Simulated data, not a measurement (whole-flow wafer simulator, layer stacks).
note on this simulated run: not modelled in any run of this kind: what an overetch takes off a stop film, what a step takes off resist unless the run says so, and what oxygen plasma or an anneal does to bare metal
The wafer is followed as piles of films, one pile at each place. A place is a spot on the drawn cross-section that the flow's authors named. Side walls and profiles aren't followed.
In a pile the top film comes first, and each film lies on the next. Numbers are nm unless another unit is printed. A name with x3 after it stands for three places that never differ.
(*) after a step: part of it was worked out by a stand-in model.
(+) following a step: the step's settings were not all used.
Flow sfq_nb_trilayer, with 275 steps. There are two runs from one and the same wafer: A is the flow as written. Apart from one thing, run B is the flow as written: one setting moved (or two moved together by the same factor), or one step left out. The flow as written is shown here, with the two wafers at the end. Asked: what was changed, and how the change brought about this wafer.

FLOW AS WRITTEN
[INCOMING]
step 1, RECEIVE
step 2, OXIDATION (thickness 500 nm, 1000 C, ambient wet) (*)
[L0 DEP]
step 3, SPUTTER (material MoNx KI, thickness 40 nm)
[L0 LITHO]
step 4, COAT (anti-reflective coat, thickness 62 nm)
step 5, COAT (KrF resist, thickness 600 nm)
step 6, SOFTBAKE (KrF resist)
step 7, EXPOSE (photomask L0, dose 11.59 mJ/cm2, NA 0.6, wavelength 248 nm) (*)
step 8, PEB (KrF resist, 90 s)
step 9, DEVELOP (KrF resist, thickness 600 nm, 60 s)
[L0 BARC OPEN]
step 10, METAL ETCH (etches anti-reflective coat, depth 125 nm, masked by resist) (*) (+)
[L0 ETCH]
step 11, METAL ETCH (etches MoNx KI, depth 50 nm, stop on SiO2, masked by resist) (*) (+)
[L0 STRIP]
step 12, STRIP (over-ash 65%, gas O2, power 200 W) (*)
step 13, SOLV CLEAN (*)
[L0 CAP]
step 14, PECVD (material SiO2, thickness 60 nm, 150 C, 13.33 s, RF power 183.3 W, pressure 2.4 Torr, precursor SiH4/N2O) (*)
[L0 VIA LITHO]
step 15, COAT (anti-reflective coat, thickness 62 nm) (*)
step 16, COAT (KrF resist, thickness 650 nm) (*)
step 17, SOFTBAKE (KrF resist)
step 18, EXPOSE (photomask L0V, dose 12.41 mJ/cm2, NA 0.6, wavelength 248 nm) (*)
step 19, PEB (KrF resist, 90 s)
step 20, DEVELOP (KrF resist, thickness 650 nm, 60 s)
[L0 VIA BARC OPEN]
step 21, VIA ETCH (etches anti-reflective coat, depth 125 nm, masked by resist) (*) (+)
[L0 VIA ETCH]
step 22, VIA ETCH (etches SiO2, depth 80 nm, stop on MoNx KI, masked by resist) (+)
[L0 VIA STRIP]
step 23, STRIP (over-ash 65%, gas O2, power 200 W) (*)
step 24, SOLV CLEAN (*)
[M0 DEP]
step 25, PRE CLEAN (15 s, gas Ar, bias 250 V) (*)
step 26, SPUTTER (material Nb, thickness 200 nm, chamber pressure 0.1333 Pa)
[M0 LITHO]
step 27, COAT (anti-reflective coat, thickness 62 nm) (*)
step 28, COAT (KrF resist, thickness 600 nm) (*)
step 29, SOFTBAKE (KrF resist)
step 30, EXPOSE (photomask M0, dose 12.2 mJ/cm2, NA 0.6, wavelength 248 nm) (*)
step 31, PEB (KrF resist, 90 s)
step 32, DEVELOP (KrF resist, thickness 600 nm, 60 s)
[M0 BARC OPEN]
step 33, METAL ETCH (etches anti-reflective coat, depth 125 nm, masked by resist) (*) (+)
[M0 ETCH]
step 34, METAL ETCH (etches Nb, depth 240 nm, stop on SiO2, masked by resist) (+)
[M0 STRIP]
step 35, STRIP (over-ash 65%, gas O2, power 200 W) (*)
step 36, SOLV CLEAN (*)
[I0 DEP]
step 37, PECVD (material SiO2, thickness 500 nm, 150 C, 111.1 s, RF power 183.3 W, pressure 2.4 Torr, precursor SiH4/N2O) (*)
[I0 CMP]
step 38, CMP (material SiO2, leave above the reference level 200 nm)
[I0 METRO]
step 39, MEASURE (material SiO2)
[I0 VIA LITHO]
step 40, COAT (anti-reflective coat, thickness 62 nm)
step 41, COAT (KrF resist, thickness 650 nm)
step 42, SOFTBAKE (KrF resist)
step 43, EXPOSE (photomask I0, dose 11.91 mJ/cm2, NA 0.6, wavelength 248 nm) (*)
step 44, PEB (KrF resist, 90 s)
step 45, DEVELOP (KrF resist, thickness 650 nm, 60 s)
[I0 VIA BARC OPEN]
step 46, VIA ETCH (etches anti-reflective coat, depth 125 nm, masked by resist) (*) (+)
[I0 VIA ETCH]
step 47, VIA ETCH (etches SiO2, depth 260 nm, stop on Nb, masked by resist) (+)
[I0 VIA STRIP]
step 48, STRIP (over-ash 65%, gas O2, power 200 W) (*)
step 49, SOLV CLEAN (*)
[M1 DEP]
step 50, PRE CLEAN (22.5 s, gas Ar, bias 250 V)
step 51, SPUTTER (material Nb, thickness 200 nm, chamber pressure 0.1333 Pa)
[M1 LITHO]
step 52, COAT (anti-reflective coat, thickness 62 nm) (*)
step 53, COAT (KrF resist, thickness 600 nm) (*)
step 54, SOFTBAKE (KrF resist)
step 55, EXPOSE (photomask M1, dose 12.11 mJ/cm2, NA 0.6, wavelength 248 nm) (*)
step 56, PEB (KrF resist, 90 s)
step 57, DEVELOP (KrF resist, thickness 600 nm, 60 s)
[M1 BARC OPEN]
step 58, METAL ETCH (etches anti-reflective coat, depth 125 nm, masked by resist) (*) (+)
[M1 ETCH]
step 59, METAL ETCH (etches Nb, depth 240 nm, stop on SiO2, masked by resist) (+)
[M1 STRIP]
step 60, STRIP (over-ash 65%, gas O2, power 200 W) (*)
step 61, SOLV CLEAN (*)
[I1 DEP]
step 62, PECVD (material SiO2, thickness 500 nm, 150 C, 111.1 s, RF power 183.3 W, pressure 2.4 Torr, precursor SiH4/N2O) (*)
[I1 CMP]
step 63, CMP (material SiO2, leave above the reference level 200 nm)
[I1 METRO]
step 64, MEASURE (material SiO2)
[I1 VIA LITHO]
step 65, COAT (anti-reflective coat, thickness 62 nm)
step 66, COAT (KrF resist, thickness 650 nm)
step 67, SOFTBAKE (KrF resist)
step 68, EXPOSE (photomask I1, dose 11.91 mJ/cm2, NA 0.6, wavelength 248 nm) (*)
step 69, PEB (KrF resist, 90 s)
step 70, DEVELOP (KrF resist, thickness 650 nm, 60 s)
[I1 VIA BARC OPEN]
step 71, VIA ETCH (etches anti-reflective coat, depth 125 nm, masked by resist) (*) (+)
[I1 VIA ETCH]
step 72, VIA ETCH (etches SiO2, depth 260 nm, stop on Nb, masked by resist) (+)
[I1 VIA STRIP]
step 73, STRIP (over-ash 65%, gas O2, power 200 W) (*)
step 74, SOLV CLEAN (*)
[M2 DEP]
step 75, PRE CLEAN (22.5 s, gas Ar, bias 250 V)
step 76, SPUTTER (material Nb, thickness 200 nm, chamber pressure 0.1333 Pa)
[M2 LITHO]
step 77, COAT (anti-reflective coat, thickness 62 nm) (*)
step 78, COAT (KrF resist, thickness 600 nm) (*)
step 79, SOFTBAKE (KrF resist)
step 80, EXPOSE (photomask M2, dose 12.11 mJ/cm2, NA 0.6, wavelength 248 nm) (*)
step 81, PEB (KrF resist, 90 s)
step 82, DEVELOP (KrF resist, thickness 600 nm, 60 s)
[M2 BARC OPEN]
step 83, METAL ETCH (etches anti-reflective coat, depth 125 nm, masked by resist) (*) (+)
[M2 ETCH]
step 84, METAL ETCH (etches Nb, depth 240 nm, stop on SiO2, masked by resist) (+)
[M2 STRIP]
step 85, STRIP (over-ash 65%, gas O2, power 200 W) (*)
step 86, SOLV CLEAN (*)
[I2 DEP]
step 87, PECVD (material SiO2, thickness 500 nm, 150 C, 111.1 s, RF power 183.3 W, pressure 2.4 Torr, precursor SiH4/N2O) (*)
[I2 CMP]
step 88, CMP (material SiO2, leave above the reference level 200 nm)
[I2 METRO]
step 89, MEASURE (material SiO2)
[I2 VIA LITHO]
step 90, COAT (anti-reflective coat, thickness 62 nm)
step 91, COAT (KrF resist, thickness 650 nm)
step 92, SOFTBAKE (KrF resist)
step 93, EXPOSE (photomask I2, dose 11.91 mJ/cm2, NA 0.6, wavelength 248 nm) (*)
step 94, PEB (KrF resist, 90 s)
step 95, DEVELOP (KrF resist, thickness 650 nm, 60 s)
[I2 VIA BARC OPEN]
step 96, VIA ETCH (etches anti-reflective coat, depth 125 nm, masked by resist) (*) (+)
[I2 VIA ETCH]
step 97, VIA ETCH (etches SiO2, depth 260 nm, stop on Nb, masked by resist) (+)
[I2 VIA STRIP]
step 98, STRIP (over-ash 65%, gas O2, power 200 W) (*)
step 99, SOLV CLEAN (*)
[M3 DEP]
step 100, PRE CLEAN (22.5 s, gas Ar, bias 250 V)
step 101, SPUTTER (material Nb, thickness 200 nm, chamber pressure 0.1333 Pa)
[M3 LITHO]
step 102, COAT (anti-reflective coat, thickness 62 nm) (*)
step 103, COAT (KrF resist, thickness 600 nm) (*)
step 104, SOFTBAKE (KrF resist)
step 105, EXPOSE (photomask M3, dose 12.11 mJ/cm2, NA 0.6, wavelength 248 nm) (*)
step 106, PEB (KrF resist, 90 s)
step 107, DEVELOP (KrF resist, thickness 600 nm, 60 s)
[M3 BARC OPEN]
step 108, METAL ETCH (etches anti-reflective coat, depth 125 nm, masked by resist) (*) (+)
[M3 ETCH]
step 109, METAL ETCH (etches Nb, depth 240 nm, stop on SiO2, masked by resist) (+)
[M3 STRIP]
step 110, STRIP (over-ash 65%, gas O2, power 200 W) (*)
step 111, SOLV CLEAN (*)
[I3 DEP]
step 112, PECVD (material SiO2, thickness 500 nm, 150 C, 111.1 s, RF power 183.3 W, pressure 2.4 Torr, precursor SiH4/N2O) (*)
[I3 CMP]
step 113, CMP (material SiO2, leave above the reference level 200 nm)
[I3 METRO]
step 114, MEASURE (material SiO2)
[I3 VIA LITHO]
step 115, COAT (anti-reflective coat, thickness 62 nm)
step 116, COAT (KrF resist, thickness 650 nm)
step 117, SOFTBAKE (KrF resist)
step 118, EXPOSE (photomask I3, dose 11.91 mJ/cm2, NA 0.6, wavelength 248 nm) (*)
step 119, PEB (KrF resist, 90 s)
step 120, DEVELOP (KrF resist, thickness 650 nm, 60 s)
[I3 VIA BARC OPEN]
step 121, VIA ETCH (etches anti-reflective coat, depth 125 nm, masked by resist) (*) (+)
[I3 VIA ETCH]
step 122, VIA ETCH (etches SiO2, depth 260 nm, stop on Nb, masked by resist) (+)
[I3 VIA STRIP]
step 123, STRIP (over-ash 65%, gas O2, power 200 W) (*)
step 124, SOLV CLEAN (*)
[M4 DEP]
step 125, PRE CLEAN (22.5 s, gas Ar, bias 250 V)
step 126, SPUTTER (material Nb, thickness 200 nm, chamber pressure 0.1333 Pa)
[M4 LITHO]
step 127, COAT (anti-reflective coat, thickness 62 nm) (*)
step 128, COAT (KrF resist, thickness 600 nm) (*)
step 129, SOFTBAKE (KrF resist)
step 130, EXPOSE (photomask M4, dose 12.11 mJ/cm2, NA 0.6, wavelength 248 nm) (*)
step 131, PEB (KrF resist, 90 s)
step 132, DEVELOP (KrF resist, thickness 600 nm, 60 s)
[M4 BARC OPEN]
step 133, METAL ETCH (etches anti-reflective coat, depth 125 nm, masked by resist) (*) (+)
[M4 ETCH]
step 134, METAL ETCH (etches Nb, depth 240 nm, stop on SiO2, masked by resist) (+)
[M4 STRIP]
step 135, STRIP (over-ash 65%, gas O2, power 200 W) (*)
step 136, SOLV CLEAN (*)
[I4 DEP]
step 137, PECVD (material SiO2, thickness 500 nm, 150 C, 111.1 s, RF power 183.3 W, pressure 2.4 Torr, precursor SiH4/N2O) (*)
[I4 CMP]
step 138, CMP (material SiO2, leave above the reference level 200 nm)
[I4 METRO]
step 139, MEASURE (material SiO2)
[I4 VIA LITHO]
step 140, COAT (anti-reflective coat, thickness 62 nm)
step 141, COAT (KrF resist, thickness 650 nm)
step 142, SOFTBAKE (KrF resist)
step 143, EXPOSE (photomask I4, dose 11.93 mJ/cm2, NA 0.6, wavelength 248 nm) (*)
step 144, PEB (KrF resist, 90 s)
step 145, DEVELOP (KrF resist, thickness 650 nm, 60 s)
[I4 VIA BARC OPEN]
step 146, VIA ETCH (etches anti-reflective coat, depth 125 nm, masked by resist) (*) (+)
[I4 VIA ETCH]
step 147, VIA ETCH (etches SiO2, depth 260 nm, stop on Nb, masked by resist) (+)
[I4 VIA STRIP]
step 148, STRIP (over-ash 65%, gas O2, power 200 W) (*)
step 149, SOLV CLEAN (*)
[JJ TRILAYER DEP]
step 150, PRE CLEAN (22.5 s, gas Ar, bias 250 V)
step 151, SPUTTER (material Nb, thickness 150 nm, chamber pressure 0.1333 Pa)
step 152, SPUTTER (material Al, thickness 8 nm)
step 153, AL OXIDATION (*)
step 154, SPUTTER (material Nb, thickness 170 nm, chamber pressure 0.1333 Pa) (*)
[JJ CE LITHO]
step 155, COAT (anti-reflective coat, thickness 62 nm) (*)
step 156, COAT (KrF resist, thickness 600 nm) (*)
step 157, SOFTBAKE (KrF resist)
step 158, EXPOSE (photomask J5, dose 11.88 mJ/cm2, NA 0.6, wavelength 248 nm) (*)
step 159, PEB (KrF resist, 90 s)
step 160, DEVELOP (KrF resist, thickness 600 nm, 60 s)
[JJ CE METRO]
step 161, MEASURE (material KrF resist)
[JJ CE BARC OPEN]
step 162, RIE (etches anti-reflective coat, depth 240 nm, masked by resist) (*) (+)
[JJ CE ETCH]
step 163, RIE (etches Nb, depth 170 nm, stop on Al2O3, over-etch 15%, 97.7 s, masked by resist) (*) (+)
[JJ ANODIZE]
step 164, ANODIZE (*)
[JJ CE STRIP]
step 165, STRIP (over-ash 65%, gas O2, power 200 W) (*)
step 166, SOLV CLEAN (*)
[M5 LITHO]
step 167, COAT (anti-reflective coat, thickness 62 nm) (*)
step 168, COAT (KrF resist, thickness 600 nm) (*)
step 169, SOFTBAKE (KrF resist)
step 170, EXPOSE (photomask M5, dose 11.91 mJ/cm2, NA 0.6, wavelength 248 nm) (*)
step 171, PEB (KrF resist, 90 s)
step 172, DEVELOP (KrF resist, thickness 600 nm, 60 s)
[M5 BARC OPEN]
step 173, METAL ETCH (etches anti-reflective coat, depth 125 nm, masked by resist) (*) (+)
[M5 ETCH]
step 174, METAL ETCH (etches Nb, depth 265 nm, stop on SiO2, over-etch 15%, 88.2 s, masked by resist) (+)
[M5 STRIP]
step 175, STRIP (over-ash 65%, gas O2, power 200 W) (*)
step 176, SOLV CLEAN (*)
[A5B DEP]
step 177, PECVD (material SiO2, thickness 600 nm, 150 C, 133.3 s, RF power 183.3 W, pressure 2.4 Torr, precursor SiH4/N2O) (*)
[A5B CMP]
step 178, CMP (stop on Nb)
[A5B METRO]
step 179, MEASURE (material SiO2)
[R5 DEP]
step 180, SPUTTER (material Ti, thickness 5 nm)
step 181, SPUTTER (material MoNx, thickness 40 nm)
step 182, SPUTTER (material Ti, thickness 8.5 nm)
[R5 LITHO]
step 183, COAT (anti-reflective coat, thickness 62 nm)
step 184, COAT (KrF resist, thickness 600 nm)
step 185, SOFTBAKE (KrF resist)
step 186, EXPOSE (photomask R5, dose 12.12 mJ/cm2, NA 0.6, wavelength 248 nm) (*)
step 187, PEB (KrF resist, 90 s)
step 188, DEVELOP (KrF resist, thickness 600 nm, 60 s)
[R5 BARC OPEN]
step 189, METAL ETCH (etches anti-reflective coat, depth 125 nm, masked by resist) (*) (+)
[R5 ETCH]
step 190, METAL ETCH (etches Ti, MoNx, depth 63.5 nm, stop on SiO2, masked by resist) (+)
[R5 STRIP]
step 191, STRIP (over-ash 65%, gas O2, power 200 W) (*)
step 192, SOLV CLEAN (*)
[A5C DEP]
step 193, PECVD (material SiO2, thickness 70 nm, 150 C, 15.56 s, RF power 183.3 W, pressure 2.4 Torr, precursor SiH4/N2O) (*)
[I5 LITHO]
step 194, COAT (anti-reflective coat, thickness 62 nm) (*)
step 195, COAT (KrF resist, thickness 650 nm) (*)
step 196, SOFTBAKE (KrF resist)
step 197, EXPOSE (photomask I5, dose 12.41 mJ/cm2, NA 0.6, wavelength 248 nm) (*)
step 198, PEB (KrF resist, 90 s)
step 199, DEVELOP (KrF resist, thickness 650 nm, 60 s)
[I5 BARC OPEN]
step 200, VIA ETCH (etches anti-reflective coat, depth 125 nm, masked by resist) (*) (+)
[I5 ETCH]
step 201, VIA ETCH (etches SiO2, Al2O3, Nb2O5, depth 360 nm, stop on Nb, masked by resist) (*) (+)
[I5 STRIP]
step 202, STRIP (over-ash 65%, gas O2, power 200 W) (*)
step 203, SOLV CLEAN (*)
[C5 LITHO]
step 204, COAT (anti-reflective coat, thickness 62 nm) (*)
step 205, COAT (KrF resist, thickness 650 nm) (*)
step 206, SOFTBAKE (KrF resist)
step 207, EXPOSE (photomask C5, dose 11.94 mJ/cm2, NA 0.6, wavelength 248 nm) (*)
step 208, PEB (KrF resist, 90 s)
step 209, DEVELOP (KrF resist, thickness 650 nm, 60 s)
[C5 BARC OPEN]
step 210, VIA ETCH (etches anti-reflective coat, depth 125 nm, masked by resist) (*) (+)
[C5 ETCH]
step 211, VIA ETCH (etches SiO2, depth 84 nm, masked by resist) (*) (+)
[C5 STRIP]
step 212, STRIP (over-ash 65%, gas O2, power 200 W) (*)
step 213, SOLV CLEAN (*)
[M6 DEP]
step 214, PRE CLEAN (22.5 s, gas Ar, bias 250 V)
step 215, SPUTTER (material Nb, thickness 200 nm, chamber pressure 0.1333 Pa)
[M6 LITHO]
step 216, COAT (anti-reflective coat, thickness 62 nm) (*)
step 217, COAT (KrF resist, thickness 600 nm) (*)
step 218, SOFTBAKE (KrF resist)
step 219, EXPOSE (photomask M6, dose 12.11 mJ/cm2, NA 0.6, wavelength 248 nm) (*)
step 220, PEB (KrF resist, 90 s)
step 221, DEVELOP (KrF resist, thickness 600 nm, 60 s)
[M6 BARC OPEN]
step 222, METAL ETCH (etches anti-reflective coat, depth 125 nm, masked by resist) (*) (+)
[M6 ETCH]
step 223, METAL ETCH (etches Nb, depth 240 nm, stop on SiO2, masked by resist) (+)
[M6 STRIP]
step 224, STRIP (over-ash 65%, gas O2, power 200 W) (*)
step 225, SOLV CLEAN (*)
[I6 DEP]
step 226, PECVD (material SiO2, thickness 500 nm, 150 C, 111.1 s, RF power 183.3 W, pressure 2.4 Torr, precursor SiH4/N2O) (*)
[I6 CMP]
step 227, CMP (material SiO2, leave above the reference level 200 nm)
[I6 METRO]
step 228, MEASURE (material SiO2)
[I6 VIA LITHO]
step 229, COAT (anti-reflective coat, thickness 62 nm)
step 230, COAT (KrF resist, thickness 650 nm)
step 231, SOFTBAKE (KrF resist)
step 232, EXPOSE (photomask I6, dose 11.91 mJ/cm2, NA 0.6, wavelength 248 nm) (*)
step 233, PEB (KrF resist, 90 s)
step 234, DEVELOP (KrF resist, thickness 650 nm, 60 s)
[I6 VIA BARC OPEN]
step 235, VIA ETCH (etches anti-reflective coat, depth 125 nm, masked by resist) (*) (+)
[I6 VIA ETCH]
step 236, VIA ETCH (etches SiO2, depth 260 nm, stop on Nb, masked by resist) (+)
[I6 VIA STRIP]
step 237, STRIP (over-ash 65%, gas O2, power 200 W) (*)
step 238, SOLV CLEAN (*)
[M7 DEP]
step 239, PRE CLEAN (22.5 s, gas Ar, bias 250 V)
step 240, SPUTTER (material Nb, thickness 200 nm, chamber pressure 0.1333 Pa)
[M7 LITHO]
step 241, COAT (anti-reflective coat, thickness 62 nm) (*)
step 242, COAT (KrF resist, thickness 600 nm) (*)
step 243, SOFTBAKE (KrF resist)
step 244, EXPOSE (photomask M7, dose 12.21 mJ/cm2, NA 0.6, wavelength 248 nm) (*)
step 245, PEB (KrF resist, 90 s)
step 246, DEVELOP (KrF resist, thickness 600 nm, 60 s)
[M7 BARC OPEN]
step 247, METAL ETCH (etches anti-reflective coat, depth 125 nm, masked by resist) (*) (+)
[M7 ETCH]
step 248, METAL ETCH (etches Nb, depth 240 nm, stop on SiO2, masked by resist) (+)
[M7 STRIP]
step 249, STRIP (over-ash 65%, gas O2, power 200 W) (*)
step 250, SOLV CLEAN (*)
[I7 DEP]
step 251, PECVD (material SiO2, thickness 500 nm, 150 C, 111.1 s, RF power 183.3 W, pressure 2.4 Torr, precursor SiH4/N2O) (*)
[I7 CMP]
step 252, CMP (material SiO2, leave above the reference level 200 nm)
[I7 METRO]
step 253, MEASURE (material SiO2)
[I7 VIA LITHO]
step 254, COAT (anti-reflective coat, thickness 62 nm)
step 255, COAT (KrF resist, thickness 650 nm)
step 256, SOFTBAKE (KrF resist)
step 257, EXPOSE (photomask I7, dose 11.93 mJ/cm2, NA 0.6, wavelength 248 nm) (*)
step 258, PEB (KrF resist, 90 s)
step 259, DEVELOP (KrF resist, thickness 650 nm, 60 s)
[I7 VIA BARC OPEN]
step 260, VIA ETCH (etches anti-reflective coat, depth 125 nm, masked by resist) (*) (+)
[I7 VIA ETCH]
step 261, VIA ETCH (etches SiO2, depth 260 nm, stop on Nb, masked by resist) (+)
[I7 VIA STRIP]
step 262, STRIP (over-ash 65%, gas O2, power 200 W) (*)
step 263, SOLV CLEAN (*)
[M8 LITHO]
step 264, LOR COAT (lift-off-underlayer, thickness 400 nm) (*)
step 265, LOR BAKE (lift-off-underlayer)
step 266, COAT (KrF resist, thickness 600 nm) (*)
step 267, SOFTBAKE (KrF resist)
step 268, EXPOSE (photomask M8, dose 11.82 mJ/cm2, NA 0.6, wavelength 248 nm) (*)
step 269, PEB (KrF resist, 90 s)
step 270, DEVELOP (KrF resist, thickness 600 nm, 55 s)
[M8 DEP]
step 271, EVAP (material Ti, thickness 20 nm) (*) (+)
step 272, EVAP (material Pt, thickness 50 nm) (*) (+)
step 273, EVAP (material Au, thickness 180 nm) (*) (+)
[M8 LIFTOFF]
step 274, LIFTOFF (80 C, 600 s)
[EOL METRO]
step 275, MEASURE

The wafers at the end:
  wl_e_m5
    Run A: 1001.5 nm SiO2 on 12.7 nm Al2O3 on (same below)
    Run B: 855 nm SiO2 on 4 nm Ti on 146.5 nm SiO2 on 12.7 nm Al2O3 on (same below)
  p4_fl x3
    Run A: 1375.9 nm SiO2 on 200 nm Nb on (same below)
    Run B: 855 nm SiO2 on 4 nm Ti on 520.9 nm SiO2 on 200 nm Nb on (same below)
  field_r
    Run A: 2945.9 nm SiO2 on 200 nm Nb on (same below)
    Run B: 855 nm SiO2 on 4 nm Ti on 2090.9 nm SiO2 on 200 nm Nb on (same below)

Cause: step 181, SPUTTER: thickness 54 nm was run, whereas the flow has thickness 40 nm.

The path from the change to this, step by step:
  step 181, SPUTTER (material MoNx, thickness 40 nm)
      field_l, v_sur, via_wl and 103 more: A MoNx gains 40 (new film) | B MoNx gains 54 (new film)
  step 190, METAL ETCH (etches Ti, MoNx, depth 63.5 nm, stop on SiO2, masked by resist) (+)
      field_l, v_sur, via_wl and 92 more: A Ti loses 8.5 (all of it), MoNx loses 40 (all of it), Ti loses 5 (all of it) | B Ti loses 8.5 (all of it), MoNx loses 54 (all of it), Ti loses 1
      ce_l, c5j, ce_r, wl_jj: A Ti loses 8.5 (all of it), MoNx loses 40 (all of it), Ti loses 5 (all of it), Nb loses 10 | B Ti loses 8.5 (all of it), MoNx loses 54 (all of it), Ti loses 1
  step 193, PECVD (material SiO2, thickness 70 nm, 150 C, 15.56 s, RF power 183.3 W, pressure 2.4 Torr, precursor SiH4/N2O) (*)
      field_l, v_sur, via_wl and 92 more: A SiO2 gains 70 | B SiO2 gains 70 (new film)
  step 194, COAT (anti-reflective coat, thickness 62 nm) (*)
      wl_j_sl, wl_j_sr: A anti-reflective coat gains 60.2 (new film) | B anti-reflective coat gains 62 (new film)
      r5r_spacepad_l, r5r_spacepad_r: A anti-reflective coat gains 84.4 (new film) | B anti-reflective coat gains 88.7 (new film)
      (and at 12 other places as well)
  step 201, VIA ETCH (etches SiO2, Al2O3, Nb2O5, depth 360 nm, stop on Nb, masked by resist) (*) (+)
      be: A SiO2 loses 216.4 (all of it), Al2O3 loses 12.7 (all of it), Nb2O5 loses 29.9 (all of it) | B SiO2 loses 69.8 (all of it), Ti loses 4 (all of it), SiO2 loses 146.5 (all of it), Al2O3 loses 12.7 (all of it), Nb2O5 loses 29.9 (all of it)
  step 202, STRIP (over-ash 65%, gas O2, power 200 W) (*)
      wl_j_sl, wl_j_sr: A KrF resist loses 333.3 (all of it), anti-reflective coat loses 60.2 (all of it) | B KrF resist loses 333 (all of it), anti-reflective coat loses 62 (all of it)
      r5r_spacepad_l, r5r_spacepad_r: A KrF resist loses 335.6 (all of it), anti-reflective coat loses 84.4 (all of it) | B KrF resist loses 335.9 (all of it), anti-reflective coat loses 88.7 (all of it)
      (and at 12 other places as well)
  step 204, COAT (anti-reflective coat, thickness 62 nm) (*)
      wl_j_sl, wl_j_sr: A anti-reflective coat gains 60.2 (new film) | B anti-reflective coat gains 62 (new film)
      r5r_spacepad_l, r5r_spacepad_r: A anti-reflective coat gains 84.4 (new film) | B anti-reflective coat gains 88.7 (new film)
      (and at 12 other places as well)
  step 210, VIA ETCH (etches anti-reflective coat, depth 125 nm, masked by resist) (*) (+)
      c5j: A anti-reflective coat loses 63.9 (all of it), SiO2 loses 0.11 | B anti-reflective coat loses 61.2 (all of it), SiO2 loses 0.11
  step 211, VIA ETCH (etches SiO2, depth 84 nm, masked by resist) (*) (+)
      c5j: A SiO2 loses 69.9 (all of it), Nb loses 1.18 | B SiO2 loses 69.9 (all of it)
  step 212, STRIP (over-ash 65%, gas O2, power 200 W) (*)
      wl_j_sl, wl_j_sr: A KrF resist loses 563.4 (all of it), anti-reflective coat loses 60.2 (all of it) | B KrF resist loses 564 (all of it), anti-reflective coat loses 62 (all of it)
      r5r_spacepad_l, r5r_spacepad_r: A KrF resist loses 565.8 (all of it), anti-reflective coat loses 84.4 (all of it) | B KrF resist loses 566.9 (all of it), anti-reflective coat loses 88.7 (all of it)
      (and at 11 other places as well)
  step 214, PRE CLEAN (22.5 s, gas Ar, bias 250 V)
      c5j: A Nb loses 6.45 | B Ti loses 4 (all of it), Nb loses 0.63
  step 216, COAT (anti-reflective coat, thickness 62 nm) (*)
      r5r_line_l, r5r_line_c, r5r_line_r: A anti-reflective coat gains 50 (new film) | B anti-reflective coat gains 48.6 (new film)
      wl_j_sl, wl_j_sr: A anti-reflective coat gains 60.2 (new film) | B anti-reflective coat gains 62 (new film)
      (and at 12 other places as well)
  step 222, METAL ETCH (etches anti-reflective coat, depth 125 nm, masked by resist) (*) (+)
      r5r_line_l, r5r_line_c, r5r_line_r: A anti-reflective coat loses 50 (all of it) | B anti-reflective coat loses 48.6 (all of it)
      r5r_spacepad_l, r5r_spacepad_r: A anti-reflective coat loses 85.7 (all of it) | B anti-reflective coat loses 90.7 (all of it)
      (and at 1 other place as well)
  step 224, STRIP (over-ash 65%, gas O2, power 200 W) (*)
      wl_j_sl, wl_j_sr: A KrF resist loses 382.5 (all of it), anti-reflective coat loses 60.2 (all of it) | B KrF resist loses 382.4 (all of it), anti-reflective coat loses 62 (all of it)
      jj_sur: A KrF resist loses 378.5 (all of it), anti-reflective coat loses 56.1 (all of it) | B KrF resist loses 378.7 (all of it), anti-reflective coat loses 58.6 (all of it)
      (and at 8 other places as well)
  step 227, CMP (material SiO2, leave above the reference level 200 nm)
      r5r_line_l, r5r_spacepad_l, r5r_spacepad_r, r5r_line_c, r5r_line_r: A SiO2 loses 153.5 | B SiO2 loses 163.5
      ce_l, ce_r, wl_jj: A SiO2 loses 290 | B SiO2 loses 300
      (and at 5 other places as well)
With metal films that touch counted as one body, wl_e_m5 has 7 bodies (between them, from the top down: SiO2 146.5 / Al2O3 12.7 / Nb2O5 29.9; SiO2 192.5; SiO2 192.5; SiO2 192.5; SiO2 192.5; SiO2 192.5); the flow as written gives 6 bodies (between them, from the top down: SiO2 192.5; SiO2 192.5; SiO2 192.5; SiO2 192.5; SiO2 192.5).
With metal films that touch counted as one body, p4_fl x3 has 3 bodies (between them, from the top down: SiO2 520.9; SiO2 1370); the flow as written gives 2 bodies (between them, from the top down: SiO2 1370).
With metal films that touch counted as one body, field_r has 2 bodies (between them, from the top down: SiO2 2090.9); the flow as written gives 1 body.
